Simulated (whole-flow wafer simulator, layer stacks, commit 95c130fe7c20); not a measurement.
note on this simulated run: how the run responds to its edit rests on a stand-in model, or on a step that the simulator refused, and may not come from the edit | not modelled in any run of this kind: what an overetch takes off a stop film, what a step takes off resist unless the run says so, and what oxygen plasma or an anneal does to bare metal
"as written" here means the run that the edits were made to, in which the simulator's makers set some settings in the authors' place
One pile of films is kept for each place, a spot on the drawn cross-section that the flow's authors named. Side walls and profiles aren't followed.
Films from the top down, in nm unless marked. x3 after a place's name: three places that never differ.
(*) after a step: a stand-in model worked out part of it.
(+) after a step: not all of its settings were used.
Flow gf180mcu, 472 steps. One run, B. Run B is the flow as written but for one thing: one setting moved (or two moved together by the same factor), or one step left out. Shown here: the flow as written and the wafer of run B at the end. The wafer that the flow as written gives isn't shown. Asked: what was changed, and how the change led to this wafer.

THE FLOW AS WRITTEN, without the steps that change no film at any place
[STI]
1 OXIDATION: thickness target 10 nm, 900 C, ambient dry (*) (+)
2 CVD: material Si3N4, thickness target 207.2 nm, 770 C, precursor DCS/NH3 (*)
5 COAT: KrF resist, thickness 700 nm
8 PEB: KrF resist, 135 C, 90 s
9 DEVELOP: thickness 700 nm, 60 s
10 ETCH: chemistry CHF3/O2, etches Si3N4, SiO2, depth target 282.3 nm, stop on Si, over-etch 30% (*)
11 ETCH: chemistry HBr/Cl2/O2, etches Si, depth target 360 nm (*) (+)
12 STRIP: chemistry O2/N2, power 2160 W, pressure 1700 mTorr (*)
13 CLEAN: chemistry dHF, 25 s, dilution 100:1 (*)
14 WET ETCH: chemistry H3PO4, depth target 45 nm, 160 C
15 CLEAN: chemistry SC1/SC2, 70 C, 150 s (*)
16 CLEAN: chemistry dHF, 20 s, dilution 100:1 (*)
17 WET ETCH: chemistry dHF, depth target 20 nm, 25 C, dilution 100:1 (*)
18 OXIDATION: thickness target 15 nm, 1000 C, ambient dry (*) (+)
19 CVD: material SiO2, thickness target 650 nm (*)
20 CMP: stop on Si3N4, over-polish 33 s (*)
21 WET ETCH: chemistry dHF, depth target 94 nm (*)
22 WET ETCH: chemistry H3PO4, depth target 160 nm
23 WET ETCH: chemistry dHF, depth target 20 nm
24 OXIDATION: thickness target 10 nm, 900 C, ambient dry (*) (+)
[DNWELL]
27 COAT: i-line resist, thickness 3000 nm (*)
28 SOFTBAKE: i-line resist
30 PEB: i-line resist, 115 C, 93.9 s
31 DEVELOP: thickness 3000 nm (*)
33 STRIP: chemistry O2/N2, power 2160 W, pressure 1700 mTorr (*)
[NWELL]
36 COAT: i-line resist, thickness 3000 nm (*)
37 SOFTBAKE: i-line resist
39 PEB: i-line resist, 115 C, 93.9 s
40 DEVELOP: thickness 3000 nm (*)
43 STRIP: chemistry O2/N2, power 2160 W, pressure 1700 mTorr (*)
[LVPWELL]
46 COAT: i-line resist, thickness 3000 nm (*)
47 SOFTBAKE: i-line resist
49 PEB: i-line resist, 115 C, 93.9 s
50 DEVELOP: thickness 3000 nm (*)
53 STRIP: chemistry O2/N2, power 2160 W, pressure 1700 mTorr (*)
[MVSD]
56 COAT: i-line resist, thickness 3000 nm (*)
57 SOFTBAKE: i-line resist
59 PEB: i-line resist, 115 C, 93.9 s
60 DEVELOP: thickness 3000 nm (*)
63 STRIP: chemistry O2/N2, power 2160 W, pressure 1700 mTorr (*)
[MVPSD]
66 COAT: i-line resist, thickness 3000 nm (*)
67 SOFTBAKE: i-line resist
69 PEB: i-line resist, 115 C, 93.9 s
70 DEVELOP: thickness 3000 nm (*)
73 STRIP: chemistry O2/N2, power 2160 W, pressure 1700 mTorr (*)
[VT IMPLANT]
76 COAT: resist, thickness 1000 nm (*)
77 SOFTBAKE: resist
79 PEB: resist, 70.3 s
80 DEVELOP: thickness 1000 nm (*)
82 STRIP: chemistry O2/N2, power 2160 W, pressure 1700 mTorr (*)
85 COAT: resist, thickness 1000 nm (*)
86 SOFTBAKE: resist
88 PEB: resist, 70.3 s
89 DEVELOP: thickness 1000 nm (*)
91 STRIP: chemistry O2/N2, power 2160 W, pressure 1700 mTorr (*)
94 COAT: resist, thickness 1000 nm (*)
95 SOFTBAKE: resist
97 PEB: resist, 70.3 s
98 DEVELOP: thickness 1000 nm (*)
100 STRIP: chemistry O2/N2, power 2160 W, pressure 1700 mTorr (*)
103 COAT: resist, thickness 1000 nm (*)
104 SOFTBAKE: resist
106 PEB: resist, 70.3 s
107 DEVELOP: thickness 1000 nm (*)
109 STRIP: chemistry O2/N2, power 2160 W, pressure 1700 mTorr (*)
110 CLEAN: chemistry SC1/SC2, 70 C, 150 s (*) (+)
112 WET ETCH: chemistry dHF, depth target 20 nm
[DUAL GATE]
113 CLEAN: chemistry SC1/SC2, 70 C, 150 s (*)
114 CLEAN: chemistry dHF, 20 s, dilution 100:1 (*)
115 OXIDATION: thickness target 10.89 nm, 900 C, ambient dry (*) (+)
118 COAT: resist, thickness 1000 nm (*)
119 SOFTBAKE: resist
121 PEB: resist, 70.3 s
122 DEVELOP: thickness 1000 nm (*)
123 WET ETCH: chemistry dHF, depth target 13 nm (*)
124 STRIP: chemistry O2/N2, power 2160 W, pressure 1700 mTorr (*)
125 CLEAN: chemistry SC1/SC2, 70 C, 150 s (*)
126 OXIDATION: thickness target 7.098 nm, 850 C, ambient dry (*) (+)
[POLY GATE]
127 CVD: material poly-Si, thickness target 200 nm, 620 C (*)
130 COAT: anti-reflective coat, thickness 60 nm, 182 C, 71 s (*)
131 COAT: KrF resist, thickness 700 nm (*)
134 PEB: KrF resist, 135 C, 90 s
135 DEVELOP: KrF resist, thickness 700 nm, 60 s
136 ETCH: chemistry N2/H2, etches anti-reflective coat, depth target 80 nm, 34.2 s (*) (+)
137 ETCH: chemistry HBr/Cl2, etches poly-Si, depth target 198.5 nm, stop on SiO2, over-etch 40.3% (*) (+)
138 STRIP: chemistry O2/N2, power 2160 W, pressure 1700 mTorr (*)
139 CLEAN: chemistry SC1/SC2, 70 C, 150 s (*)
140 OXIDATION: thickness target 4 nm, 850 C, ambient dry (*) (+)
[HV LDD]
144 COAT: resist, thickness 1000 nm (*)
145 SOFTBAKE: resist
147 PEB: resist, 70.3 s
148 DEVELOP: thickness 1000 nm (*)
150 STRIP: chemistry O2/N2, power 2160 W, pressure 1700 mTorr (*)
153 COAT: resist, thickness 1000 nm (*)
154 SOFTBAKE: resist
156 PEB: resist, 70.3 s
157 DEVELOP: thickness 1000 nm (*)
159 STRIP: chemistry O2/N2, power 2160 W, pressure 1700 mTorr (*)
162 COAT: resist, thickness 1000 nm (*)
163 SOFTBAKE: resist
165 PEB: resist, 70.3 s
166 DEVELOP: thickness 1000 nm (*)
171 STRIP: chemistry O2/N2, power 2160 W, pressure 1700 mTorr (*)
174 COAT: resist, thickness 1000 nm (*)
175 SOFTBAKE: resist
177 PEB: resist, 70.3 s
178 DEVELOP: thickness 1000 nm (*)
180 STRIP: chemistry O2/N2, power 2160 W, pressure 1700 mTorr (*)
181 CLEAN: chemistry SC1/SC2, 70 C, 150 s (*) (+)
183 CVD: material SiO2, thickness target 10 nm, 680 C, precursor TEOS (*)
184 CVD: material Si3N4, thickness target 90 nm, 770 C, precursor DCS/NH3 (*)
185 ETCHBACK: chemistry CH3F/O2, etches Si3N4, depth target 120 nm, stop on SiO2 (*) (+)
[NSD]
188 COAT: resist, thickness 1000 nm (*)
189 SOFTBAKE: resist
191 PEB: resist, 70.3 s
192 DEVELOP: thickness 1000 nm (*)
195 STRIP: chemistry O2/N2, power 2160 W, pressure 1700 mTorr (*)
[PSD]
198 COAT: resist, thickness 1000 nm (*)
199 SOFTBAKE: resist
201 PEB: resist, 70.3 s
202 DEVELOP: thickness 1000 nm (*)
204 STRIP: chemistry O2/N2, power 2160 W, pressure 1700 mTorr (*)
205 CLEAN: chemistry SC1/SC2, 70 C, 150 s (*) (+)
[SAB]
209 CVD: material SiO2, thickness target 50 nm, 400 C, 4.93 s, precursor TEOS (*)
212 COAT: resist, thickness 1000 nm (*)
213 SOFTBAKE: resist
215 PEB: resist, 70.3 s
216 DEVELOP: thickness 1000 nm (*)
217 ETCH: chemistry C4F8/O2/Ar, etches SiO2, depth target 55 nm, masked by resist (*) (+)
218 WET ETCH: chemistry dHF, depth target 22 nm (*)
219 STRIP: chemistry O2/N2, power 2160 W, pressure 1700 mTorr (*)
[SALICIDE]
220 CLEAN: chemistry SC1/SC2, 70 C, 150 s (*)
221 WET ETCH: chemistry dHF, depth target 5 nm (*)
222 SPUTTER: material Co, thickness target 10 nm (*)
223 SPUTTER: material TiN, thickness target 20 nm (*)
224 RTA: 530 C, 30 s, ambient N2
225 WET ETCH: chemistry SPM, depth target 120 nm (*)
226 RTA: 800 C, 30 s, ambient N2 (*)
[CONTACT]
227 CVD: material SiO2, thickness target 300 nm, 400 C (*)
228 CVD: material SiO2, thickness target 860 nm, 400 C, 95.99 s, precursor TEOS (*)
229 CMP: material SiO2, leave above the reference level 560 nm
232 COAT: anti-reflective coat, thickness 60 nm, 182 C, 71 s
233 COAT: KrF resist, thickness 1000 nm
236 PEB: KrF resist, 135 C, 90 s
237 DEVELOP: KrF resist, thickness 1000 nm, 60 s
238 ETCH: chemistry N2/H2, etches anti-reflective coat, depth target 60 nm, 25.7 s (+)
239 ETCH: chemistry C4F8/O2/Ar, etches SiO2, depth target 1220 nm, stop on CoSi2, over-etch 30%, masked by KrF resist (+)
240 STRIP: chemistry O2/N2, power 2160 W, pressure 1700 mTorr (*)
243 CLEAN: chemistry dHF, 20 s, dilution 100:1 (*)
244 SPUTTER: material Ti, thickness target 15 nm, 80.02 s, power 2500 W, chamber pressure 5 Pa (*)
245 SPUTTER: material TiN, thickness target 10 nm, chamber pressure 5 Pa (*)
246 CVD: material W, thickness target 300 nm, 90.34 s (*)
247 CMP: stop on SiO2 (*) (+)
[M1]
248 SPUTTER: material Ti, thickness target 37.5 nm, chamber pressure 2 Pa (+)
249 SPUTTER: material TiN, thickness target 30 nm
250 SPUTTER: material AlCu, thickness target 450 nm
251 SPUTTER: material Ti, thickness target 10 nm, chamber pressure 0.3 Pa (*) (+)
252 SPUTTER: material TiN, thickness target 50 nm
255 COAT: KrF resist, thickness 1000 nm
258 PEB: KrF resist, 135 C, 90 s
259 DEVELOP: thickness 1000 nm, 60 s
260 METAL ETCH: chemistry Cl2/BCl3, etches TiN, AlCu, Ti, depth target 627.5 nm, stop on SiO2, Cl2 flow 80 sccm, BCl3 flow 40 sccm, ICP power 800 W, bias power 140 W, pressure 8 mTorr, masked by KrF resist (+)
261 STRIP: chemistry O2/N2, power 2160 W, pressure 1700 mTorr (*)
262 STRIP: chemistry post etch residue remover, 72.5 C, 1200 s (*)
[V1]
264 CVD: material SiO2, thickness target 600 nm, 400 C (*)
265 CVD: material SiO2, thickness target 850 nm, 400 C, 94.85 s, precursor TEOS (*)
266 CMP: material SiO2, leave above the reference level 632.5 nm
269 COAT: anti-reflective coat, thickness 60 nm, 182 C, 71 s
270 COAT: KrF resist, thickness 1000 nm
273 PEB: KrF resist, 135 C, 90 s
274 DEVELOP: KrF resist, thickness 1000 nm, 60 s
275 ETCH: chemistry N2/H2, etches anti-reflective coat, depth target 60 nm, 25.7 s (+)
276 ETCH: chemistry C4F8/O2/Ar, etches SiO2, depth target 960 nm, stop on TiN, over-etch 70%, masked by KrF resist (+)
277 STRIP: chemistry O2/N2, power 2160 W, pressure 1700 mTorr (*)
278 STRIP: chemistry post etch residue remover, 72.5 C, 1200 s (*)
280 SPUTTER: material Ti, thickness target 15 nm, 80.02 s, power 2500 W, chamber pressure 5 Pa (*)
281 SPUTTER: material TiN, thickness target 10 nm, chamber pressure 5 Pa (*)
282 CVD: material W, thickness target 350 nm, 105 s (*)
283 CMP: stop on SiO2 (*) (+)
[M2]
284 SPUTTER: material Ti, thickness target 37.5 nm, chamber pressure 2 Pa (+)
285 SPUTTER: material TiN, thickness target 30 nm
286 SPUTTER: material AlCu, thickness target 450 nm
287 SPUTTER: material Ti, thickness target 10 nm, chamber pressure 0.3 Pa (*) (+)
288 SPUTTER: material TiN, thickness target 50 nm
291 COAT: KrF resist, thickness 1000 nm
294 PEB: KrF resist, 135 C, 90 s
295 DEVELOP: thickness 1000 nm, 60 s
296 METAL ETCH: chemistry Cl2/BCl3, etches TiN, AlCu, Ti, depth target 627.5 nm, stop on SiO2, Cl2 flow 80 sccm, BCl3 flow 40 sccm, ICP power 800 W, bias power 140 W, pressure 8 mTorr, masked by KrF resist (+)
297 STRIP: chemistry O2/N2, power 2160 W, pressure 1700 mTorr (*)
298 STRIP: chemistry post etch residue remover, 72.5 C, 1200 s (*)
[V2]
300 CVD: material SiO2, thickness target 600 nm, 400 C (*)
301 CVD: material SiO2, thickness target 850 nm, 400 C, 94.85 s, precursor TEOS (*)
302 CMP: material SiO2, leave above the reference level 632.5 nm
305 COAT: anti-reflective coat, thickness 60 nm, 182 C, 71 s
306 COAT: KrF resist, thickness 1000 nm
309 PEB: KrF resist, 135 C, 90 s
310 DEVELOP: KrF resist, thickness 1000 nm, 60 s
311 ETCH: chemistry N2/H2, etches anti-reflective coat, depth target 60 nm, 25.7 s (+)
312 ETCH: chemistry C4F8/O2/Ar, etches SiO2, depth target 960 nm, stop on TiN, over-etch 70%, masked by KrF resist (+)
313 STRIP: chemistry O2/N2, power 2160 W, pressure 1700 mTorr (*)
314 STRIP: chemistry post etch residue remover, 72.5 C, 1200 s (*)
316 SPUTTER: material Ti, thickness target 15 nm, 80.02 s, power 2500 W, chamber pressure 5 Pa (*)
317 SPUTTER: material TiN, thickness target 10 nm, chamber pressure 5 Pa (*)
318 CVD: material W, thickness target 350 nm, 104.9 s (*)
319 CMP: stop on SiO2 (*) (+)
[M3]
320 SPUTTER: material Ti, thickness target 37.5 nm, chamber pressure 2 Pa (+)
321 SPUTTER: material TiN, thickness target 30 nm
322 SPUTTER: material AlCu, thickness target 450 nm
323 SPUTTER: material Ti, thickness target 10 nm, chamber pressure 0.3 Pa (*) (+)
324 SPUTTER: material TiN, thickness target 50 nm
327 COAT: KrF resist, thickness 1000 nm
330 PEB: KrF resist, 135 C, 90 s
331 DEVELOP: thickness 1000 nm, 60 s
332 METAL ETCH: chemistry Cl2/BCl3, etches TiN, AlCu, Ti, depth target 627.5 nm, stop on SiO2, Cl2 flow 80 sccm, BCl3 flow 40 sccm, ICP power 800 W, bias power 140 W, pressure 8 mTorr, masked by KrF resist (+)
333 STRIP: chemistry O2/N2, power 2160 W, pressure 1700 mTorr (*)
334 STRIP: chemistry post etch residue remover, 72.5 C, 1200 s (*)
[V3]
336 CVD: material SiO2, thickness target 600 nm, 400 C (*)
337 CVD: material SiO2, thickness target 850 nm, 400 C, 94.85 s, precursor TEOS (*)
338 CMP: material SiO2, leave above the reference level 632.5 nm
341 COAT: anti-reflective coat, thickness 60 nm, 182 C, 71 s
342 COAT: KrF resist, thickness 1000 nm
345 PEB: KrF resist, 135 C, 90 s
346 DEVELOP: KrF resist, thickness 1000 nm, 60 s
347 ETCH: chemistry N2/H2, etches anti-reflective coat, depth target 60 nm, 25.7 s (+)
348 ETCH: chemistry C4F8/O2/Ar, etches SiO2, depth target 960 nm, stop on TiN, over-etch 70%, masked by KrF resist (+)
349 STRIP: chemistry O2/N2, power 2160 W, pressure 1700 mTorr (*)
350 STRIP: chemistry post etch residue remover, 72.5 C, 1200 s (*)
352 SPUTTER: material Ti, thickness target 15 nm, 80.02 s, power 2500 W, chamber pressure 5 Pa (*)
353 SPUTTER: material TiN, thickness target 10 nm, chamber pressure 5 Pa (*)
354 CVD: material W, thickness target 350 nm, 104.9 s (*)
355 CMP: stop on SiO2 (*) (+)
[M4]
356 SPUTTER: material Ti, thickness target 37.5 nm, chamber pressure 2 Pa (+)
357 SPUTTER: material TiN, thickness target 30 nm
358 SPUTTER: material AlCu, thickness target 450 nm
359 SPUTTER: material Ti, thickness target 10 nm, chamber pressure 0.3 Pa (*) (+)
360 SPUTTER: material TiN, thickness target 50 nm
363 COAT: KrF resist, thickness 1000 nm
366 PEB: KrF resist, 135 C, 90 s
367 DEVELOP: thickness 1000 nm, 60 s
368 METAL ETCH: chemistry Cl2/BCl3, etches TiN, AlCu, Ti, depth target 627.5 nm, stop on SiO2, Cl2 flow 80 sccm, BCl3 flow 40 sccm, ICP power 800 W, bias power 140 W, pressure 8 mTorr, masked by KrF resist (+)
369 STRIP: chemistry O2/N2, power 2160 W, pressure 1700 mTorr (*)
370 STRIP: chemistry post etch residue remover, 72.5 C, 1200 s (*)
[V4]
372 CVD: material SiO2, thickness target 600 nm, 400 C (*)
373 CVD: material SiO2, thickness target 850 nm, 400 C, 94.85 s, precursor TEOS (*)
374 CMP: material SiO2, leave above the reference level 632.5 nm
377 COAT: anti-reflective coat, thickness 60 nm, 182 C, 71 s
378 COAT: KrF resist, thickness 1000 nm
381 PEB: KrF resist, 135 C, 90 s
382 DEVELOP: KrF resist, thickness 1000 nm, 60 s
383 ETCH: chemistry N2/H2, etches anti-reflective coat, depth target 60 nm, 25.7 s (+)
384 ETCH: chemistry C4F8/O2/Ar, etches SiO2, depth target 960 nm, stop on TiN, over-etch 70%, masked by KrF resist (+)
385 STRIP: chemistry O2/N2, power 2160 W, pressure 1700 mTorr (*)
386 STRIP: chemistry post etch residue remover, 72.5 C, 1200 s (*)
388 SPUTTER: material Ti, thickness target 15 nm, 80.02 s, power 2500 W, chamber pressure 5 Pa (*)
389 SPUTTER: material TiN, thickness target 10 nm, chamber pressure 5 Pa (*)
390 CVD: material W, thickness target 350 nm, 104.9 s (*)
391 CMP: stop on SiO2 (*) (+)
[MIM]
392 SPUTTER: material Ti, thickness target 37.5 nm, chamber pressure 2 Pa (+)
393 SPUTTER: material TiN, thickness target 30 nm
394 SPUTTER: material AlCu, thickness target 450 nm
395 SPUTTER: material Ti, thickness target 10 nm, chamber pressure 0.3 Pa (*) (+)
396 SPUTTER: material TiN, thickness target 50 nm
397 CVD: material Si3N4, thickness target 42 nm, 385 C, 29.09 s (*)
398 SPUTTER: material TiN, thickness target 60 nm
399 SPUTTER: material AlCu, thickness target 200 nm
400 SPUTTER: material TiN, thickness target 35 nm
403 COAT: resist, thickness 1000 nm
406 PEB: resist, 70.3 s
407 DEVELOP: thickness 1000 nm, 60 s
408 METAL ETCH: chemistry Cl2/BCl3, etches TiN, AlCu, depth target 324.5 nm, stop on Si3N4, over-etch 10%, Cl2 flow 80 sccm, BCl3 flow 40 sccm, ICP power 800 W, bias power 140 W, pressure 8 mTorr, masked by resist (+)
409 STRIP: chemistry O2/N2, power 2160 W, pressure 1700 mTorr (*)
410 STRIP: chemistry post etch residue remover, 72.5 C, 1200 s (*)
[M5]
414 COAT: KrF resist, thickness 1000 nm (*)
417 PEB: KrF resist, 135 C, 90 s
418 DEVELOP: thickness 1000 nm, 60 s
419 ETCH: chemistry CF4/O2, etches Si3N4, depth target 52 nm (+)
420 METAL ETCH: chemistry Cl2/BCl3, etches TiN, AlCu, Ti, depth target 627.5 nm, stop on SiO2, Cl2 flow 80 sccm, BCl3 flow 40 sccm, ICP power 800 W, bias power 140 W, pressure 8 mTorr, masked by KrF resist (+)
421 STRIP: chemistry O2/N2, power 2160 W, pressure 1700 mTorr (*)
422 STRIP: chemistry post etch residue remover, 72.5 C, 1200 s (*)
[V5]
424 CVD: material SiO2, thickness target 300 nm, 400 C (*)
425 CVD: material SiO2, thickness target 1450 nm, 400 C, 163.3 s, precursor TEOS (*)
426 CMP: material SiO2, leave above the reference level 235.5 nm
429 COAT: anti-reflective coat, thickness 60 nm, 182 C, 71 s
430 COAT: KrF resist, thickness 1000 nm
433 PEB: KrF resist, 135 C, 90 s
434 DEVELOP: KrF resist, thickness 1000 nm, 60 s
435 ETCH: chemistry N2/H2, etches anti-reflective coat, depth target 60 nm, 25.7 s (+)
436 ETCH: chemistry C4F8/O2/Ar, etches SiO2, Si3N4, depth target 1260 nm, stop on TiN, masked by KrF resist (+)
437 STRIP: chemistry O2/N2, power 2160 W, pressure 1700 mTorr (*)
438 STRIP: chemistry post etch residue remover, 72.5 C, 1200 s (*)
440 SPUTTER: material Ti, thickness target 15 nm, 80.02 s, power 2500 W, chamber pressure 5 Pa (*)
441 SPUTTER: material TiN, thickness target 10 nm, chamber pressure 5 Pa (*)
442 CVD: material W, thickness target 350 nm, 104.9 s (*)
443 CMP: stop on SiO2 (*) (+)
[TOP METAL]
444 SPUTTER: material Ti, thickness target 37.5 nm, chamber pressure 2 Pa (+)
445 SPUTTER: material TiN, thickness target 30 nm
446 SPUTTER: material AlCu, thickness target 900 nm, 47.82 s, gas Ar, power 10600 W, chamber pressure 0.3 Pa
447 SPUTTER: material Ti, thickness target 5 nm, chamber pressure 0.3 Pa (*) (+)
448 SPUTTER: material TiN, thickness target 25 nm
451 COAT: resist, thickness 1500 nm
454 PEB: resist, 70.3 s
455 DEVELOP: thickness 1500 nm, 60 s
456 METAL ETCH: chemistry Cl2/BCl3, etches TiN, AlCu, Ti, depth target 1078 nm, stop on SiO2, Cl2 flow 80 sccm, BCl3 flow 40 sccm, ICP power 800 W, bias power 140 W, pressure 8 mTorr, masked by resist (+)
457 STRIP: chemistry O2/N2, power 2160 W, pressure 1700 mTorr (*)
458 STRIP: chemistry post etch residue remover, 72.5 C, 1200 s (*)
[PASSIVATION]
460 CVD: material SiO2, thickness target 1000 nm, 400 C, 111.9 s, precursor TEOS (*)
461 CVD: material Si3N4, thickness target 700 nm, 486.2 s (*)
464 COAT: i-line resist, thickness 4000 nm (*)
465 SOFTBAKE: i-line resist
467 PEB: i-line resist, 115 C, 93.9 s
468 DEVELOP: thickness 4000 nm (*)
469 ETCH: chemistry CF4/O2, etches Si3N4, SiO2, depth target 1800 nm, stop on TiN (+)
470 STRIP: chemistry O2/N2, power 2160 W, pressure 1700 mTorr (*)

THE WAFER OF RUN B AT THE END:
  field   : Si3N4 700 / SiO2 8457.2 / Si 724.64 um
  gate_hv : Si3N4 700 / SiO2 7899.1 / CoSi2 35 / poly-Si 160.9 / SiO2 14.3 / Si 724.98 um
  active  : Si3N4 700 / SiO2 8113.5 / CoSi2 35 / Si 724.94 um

The cause: step 229, CMP: leave above the reference level 790 nm was run, where the flow has leave above the reference level 560 nm.

How the change led to this, step by step:
  229 CMP: material SiO2, leave above the reference level 560 nm
      mim: nothing (as written it would be: SiO2 -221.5)
      gate_hv, gate_nat, ld_gate_n and 11 more: SiO2 -284.3 (as written it would be: SiO2 -514.3)
      (and at 96 more places)
  232 COAT: anti-reflective coat, thickness 60 nm, 182 C, 71 s
      field__w7: anti-reflective coat +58 (new film) (as written it would be: anti-reflective coat +60 (new film))
      field__w11: anti-reflective coat +57.9 (new film) (as written it would be: anti-reflective coat +60 (new film))
      (and at 4 more places)
  239 ETCH: chemistry C4F8/O2/Ar, etches SiO2, depth target 1220 nm, stop on CoSi2, over-etch 30%, masked by KrF resist (+)
      field, field__w1, field__w2 and 105 more: KrF resist -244 (as written it would be: KrF resist -223.5)
      polyc_n, polyc_p: SiO2 -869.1 (all of it) (as written it would be: SiO2 -639.1 (all of it))
      (and at 1 more place)
  240 STRIP: chemistry O2/N2, power 2160 W, pressure 1700 mTorr (*)
      field, field__w1, field__w5 and 87 more: KrF resist -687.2 (all of it), anti-reflective coat -60 (all of it) (as written it would be: KrF resist -707.7 (all of it), anti-reflective coat -60 (all of it))
      active_hv, npoly_u, nw_enc_fld_lv__w1: KrF resist -686.9 (all of it), anti-reflective coat -60.1 (all of it) (as written it would be: KrF resist -707.7 (all of it), anti-reflective coat -60 (all of it))
      (and at 15 more places)
  244 SPUTTER: material Ti, thickness target 15 nm, 80.02 s, power 2500 W, chamber pressure 5 Pa (*)
      contact: Ti +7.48 (new film) (as written it would be: Ti +8.55 (new film))
  245 SPUTTER: material TiN, thickness target 10 nm, chamber pressure 5 Pa (*)
      contact: TiN +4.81 (new film) (as written it would be: TiN +5.48 (new film))
  246 CVD: material W, thickness target 300 nm, 90.34 s (*)
      polyc_n, polyc_p: W +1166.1 (new film) (as written it would be: W +936.1 (new film))
      contact: W +1399.2 (new film) (as written it would be: W +1167.5 (new film))
  247 CMP: stop on SiO2 (*) (+)
      mim: W -300 (all of it), TiN -10 (all of it), Ti -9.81 (as written it would be: W -300 (all of it), TiN -10 (all of it), Ti -15 (all of it), SiO2 -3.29)
  248 SPUTTER: material Ti, thickness target 37.5 nm, chamber pressure 2 Pa (+)
      mim: Ti +37.5 (as written it would be: Ti +37.5 (new film))
  260 METAL ETCH: chemistry Cl2/BCl3, etches TiN, AlCu, Ti, depth target 627.5 nm, stop on SiO2, Cl2 flow 80 sccm, BCl3 flow 40 sccm, ICP power 800 W, bias power 140 W, pressure 8 mTorr, masked by KrF resist (+)
      mim: TiN -50 (all of it), Ti -10 (all of it), AlCu -450 (all of it), TiN -30 (all of it), Ti -42.7 (all of it) (as written it would be: TiN -50 (all of it), Ti -10 (all of it), AlCu -450 (all of it), TiN -30 (all of it), Ti -37.5 (all of it))
